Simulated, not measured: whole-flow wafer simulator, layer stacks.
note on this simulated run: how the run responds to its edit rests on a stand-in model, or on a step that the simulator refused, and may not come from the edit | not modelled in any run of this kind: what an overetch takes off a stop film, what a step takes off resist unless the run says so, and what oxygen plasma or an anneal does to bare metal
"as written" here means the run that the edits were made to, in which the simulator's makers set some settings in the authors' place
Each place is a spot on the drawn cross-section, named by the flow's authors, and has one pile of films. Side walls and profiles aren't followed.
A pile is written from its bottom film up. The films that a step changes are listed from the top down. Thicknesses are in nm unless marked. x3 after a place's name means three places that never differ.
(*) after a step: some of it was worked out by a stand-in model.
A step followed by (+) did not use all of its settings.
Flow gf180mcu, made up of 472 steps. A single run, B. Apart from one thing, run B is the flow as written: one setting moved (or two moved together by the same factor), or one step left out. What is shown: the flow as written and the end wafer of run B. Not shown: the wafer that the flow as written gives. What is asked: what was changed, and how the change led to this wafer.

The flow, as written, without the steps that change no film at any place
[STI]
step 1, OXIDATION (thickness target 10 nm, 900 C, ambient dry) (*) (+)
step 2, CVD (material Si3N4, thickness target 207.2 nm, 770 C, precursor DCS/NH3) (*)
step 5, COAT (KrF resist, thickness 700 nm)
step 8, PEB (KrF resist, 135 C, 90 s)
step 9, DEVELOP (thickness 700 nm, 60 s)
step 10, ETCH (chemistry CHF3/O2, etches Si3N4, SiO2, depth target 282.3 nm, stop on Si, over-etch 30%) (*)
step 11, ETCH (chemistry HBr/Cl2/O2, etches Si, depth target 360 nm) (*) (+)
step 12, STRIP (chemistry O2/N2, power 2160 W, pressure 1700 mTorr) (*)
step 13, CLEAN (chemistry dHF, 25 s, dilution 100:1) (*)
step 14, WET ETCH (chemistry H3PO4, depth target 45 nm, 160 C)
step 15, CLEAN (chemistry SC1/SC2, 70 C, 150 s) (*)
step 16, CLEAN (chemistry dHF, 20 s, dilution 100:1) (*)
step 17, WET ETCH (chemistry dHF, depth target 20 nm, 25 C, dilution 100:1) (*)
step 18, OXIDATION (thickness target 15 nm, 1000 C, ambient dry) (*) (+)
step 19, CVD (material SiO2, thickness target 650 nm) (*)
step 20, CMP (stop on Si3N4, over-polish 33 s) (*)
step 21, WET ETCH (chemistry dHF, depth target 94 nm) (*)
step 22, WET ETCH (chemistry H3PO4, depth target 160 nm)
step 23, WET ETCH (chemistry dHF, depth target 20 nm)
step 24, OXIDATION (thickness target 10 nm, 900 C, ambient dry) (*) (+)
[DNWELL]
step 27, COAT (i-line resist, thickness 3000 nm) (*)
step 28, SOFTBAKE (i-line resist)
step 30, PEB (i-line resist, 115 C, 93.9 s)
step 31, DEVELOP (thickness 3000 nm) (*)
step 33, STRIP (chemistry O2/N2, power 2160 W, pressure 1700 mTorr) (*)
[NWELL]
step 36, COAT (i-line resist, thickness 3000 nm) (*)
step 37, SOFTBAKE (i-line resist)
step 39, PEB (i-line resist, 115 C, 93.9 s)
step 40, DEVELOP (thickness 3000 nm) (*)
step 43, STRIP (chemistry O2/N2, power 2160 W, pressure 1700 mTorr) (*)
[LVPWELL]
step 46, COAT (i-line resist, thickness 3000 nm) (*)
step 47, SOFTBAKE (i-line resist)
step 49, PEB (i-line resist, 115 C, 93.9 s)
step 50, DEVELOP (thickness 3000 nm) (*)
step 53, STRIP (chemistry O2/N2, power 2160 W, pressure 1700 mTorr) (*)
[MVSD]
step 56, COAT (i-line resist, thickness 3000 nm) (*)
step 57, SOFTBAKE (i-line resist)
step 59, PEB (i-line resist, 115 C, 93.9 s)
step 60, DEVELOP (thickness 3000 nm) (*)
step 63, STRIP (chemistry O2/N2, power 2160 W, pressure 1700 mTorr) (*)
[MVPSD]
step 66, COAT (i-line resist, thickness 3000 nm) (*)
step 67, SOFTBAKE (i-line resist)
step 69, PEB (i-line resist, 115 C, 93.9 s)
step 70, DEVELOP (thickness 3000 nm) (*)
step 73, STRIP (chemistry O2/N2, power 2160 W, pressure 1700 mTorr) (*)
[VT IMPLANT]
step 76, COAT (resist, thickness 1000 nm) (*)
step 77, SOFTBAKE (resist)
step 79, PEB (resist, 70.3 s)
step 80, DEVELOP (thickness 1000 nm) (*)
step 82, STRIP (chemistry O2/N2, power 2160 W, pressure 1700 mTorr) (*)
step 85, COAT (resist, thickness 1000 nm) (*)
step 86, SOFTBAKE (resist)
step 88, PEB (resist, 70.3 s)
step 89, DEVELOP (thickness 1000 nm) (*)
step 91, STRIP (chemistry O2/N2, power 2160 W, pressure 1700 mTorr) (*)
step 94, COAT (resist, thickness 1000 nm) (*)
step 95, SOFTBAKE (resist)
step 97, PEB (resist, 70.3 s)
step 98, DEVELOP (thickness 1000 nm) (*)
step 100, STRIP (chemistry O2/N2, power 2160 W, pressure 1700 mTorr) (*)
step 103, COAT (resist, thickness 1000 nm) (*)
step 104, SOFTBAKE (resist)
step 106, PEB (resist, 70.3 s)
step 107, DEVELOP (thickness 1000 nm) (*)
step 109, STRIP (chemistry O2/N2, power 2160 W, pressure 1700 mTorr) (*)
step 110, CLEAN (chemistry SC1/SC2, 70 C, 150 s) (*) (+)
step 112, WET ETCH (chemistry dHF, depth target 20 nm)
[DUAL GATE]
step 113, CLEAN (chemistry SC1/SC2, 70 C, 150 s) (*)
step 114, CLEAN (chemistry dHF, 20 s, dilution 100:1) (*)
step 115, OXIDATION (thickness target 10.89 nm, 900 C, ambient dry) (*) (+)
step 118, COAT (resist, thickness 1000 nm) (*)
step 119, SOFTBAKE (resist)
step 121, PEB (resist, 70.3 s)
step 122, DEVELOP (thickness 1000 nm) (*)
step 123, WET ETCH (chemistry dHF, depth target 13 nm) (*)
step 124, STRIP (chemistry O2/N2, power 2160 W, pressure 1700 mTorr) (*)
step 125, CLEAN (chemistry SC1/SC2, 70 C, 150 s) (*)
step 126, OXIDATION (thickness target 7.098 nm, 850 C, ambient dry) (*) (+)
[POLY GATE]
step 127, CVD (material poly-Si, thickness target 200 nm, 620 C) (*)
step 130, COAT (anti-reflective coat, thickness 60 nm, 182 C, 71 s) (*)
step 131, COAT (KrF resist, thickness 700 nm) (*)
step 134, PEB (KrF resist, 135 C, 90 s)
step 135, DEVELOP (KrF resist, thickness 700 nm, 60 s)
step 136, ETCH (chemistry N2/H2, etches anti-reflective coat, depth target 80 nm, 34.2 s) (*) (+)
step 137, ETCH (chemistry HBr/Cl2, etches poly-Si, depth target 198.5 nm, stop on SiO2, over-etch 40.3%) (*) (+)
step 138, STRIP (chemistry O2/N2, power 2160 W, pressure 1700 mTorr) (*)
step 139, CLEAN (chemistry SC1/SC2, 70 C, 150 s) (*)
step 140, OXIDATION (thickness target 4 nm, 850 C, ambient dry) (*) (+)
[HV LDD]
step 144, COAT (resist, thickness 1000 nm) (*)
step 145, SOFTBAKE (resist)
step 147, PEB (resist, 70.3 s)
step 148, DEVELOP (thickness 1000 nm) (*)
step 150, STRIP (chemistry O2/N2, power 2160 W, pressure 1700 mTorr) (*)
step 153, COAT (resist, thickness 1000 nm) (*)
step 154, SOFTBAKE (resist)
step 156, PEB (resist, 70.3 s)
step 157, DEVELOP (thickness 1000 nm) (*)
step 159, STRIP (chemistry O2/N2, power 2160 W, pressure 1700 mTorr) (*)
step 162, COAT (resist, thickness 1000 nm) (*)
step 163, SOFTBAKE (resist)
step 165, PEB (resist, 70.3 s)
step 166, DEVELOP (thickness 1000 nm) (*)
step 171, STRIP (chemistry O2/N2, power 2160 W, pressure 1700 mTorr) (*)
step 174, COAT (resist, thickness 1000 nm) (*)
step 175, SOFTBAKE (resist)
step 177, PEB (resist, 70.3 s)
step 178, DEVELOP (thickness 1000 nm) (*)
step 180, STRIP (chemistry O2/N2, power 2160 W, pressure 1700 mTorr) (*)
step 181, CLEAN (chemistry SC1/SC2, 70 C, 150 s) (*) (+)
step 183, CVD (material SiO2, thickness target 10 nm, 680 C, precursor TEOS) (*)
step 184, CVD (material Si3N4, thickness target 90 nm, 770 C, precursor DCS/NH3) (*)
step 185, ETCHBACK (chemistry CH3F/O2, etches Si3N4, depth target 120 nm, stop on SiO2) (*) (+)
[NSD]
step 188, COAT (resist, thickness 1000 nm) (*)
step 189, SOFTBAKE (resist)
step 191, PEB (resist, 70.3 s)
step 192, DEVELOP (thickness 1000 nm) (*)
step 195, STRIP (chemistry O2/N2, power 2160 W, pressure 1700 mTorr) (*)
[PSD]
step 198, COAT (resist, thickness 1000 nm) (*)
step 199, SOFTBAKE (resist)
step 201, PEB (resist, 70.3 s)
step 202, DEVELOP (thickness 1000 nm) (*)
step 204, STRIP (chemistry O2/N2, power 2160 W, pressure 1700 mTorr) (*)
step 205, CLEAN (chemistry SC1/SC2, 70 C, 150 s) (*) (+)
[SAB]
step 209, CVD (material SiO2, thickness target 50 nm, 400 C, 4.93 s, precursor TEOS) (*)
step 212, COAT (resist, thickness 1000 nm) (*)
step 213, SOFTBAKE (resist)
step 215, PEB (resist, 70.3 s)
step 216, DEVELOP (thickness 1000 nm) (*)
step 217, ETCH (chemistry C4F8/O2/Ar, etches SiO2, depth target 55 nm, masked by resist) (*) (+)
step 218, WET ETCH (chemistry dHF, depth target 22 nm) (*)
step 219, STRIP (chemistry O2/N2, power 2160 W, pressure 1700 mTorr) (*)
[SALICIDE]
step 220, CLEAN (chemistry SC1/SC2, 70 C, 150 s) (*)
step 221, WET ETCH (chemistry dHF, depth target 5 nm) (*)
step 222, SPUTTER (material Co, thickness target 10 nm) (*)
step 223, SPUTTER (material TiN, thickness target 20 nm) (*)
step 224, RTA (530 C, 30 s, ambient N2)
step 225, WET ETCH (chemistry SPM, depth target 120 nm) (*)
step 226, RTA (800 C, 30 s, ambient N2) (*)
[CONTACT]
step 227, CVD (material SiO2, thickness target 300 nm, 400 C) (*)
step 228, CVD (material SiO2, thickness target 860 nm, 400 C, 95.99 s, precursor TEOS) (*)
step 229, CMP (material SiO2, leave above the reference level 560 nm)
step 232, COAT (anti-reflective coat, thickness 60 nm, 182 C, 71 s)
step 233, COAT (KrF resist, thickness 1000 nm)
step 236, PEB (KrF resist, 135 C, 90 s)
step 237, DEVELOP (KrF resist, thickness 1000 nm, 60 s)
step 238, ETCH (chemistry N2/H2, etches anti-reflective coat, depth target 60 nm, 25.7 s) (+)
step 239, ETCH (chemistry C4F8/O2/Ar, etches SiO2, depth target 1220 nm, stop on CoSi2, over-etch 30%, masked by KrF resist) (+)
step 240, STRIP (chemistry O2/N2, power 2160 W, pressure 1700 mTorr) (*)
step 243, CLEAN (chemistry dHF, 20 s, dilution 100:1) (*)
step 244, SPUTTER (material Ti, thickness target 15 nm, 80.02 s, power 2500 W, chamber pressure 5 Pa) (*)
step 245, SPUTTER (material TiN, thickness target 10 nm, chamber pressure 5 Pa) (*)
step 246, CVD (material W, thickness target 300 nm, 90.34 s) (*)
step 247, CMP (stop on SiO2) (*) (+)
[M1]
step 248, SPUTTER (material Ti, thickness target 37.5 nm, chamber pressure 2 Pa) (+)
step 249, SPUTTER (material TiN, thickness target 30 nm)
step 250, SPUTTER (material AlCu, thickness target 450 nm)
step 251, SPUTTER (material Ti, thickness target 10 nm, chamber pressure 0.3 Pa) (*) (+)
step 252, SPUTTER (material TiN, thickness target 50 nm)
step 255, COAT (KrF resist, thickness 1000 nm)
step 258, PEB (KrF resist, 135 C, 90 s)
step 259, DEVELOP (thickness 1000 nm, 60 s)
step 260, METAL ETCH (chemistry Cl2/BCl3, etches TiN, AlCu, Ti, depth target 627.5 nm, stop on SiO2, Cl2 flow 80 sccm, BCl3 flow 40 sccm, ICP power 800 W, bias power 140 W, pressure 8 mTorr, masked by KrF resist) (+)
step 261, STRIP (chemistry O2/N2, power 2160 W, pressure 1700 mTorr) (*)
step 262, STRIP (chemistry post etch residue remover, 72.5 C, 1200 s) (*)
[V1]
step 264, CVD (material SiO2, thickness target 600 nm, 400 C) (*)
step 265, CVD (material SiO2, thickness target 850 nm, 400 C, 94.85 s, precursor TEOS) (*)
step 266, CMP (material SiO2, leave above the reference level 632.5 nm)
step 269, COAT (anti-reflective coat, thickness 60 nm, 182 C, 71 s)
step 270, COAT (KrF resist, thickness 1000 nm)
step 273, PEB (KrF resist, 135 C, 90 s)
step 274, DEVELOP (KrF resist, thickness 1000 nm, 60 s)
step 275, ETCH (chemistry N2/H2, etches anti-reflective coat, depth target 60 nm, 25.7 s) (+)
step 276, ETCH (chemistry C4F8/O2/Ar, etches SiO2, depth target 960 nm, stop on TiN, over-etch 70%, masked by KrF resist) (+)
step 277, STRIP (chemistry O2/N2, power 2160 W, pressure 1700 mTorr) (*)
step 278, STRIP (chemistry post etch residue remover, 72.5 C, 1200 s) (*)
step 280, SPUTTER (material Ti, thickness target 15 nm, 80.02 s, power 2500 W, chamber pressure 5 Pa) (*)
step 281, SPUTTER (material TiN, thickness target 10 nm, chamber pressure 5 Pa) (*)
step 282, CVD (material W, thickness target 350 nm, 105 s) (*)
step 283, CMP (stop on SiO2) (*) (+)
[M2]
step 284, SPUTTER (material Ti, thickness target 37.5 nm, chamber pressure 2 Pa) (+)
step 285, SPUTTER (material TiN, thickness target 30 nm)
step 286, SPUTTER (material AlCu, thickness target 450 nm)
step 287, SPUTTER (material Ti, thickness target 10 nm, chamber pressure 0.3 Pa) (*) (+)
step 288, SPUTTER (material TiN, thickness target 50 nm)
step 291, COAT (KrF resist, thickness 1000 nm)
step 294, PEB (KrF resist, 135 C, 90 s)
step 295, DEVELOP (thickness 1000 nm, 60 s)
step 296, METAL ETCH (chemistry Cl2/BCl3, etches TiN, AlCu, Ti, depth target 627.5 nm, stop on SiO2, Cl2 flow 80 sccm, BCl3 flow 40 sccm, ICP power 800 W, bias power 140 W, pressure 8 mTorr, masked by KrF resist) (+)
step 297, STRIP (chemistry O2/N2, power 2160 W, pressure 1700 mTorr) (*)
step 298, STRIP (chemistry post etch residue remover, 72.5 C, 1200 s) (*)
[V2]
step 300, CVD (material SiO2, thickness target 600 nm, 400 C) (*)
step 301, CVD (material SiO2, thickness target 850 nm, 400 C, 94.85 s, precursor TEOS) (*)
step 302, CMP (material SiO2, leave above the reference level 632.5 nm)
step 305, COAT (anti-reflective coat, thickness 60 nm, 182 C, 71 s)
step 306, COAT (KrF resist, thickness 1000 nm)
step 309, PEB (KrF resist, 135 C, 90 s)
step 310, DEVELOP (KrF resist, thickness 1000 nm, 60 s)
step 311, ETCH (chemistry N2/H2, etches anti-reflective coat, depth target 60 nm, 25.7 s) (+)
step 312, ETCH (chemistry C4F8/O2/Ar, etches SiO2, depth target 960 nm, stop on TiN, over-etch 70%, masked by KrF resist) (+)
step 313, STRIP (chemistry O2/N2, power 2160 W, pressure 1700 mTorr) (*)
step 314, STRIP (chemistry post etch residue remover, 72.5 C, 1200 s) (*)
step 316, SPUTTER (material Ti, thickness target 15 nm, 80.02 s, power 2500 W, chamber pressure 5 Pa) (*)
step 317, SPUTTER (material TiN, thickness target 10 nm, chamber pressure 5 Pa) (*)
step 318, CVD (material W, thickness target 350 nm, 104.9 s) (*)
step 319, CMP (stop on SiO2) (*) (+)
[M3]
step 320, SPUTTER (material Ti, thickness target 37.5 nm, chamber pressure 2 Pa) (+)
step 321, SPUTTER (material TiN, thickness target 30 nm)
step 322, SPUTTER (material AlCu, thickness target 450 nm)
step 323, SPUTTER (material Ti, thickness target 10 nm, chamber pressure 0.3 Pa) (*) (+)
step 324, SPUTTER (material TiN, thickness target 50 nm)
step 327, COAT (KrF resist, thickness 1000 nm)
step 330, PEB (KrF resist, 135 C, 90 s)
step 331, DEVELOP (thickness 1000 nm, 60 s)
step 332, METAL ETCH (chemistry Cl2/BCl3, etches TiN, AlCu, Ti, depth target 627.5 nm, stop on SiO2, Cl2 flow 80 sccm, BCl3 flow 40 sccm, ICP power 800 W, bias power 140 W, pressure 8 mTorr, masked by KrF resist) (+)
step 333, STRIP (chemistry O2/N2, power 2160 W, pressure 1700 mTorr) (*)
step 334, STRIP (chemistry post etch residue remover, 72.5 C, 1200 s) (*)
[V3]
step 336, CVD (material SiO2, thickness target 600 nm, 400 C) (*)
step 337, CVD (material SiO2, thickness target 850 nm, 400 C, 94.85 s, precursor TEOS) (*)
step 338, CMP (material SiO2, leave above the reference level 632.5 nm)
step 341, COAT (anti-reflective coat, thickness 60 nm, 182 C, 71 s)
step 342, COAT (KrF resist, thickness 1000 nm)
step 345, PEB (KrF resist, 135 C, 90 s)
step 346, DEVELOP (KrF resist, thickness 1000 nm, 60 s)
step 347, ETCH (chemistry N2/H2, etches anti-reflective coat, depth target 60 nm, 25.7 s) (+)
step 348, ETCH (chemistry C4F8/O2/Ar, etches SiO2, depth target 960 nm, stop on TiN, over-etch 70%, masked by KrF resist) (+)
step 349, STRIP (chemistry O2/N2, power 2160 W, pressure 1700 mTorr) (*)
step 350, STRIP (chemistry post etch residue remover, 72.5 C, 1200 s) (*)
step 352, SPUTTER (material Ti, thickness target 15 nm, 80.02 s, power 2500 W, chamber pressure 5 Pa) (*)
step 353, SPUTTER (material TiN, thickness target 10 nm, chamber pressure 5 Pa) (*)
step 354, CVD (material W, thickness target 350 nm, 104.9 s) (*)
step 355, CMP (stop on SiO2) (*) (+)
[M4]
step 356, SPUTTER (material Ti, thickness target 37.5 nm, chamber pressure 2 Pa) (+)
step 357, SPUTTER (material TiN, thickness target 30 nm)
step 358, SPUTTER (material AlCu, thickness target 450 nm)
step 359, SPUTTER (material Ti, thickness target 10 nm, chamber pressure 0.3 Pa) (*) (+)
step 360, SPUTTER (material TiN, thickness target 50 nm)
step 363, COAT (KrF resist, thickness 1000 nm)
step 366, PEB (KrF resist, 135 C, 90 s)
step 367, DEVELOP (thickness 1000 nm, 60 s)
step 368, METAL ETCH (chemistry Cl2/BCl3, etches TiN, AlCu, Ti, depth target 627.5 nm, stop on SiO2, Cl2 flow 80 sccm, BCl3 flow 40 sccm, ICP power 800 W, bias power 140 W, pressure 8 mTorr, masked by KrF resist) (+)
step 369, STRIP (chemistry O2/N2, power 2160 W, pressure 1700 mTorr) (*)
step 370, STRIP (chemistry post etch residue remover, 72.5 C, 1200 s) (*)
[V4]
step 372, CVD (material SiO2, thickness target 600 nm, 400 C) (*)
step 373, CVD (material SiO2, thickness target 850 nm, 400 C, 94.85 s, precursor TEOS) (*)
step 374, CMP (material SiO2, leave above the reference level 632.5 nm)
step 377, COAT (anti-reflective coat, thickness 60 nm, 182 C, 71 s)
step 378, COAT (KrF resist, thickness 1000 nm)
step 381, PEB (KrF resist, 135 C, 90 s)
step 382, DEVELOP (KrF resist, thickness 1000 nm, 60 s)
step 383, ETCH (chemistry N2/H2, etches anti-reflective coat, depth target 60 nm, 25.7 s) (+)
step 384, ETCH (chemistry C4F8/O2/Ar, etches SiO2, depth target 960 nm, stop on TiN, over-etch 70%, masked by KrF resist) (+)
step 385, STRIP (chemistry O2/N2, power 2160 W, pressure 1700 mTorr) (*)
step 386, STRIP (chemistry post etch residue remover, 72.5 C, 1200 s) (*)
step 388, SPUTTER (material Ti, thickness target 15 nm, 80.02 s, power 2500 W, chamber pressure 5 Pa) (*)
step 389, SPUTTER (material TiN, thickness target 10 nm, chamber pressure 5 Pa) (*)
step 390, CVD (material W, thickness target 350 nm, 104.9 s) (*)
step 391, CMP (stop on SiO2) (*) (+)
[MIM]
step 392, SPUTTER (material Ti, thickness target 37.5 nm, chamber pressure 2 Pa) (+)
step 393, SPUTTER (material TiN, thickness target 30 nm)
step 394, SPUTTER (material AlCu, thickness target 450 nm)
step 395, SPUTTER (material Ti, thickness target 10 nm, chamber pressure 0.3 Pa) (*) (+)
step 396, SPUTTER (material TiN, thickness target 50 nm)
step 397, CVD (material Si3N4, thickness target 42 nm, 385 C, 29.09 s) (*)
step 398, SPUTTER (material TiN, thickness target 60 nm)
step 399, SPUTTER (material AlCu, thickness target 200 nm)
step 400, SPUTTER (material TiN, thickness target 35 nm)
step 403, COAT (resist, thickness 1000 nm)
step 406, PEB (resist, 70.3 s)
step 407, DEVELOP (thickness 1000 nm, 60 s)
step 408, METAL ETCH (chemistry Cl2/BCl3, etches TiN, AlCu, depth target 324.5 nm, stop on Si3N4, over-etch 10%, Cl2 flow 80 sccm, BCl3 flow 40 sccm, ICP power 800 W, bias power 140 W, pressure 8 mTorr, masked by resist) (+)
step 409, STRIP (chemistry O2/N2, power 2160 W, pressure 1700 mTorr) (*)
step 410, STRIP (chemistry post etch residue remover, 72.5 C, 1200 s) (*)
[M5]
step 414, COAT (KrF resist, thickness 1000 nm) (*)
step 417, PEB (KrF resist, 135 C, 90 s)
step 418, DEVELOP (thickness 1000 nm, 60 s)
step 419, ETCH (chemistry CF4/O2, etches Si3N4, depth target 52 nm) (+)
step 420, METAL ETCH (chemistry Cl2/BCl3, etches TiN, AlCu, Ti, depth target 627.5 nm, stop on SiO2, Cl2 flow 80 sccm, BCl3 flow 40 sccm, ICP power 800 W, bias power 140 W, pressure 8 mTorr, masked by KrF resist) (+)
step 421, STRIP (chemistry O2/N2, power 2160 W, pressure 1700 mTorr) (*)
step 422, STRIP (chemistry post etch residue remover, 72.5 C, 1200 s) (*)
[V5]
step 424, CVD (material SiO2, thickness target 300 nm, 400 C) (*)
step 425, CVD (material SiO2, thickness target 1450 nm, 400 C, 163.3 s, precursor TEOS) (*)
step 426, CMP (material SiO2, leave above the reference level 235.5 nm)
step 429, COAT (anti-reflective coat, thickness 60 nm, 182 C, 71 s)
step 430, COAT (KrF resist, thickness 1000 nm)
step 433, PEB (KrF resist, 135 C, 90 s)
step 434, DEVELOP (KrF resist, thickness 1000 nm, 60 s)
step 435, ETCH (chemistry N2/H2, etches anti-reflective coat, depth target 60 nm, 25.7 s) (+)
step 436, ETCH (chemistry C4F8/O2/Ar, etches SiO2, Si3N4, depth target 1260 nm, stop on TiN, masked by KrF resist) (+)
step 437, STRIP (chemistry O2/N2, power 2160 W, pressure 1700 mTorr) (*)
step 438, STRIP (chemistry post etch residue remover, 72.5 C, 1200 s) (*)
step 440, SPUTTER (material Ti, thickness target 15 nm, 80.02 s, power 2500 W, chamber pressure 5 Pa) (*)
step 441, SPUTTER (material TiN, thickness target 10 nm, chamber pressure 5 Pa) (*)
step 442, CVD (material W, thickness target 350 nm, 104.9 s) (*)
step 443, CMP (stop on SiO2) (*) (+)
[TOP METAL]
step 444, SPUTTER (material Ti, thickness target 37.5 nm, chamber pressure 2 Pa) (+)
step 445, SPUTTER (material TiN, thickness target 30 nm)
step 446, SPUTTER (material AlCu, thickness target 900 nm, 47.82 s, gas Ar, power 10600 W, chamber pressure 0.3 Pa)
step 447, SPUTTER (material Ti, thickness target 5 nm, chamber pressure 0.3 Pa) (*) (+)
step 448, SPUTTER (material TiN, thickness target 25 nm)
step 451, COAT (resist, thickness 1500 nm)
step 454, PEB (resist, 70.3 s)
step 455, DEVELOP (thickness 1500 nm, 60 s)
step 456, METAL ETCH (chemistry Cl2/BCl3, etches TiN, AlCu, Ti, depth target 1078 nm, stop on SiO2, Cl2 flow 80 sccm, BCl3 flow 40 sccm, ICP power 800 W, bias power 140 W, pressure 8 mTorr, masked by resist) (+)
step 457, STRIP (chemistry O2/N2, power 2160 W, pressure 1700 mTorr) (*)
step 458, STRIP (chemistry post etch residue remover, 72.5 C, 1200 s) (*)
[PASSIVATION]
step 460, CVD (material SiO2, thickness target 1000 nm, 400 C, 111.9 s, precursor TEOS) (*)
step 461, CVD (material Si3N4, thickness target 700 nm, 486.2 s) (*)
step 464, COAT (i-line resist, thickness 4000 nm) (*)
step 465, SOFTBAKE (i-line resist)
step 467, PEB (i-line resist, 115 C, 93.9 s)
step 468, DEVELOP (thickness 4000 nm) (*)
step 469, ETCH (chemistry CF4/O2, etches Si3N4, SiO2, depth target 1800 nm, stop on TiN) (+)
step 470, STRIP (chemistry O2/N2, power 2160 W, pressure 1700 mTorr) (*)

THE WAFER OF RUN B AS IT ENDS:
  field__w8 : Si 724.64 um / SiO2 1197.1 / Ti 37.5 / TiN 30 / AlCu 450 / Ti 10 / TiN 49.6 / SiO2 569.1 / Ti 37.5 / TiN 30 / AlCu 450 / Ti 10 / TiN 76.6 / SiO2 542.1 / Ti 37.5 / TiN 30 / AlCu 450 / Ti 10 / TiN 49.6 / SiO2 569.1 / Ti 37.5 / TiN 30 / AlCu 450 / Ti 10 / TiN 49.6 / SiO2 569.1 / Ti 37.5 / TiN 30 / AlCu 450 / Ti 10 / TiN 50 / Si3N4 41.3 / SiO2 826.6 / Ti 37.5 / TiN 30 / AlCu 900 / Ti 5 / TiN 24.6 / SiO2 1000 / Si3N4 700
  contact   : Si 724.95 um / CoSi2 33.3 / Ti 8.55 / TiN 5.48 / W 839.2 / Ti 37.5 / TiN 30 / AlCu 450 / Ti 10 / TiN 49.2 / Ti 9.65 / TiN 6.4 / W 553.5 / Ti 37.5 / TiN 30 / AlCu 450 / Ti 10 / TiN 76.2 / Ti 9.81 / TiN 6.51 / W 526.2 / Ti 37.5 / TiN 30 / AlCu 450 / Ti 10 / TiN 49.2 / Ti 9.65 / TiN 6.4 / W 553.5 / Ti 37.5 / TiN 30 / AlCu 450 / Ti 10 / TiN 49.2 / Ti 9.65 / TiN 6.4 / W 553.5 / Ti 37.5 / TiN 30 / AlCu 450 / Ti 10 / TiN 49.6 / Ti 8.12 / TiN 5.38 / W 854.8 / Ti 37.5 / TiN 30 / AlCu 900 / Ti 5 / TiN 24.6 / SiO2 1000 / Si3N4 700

The reason: step 288, SPUTTER: thickness target 77 nm was run, while the flow as written has thickness target 50 nm.

Step by step, how the change led to this:
  step 288, SPUTTER (material TiN, thickness target 50 nm)
      field, field__w1, field__w2 and 108 more: +77 TiN (new film) (it would be, as written: +50 TiN (new film))
  step 296, METAL ETCH (chemistry Cl2/BCl3, etches TiN, AlCu, Ti, depth target 627.5 nm, stop on SiO2, Cl2 flow 80 sccm, BCl3 flow 40 sccm, ICP power 800 W, bias power 140 W, pressure 8 mTorr, masked by KrF resist) (+)
      field, field__w1, field__w2 and 103 more: -77 TiN (all of it), -10 Ti (all of it), -450 AlCu (all of it), -30 TiN (all of it), -37.5 Ti (all of it) (it would be, as written: -50 TiN (all of it), -10 Ti (all of it), -450 AlCu (all of it), -30 TiN (all of it), -37.5 Ti (all of it))
  step 302, CMP (material SiO2, leave above the reference level 632.5 nm)
      field__w8, contact, m1, m1__w1, m1_nw: -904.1 SiO2 (it would be, as written: -877.1 SiO2)
  step 312, ETCH (chemistry C4F8/O2/Ar, etches SiO2, depth target 960 nm, stop on TiN, over-etch 70%, masked by KrF resist) (+)
      field, field__w1, field__w2 and 107 more: -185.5 KrF resist (it would be, as written: -192 KrF resist)
      contact: -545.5 SiO2 (all of it) (it would be, as written: -572.5 SiO2 (all of it))
  step 318, CVD (material W, thickness target 350 nm, 104.9 s) (*)
      contact: +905 W (new film) (it would be, as written: +932.3 W (new film))
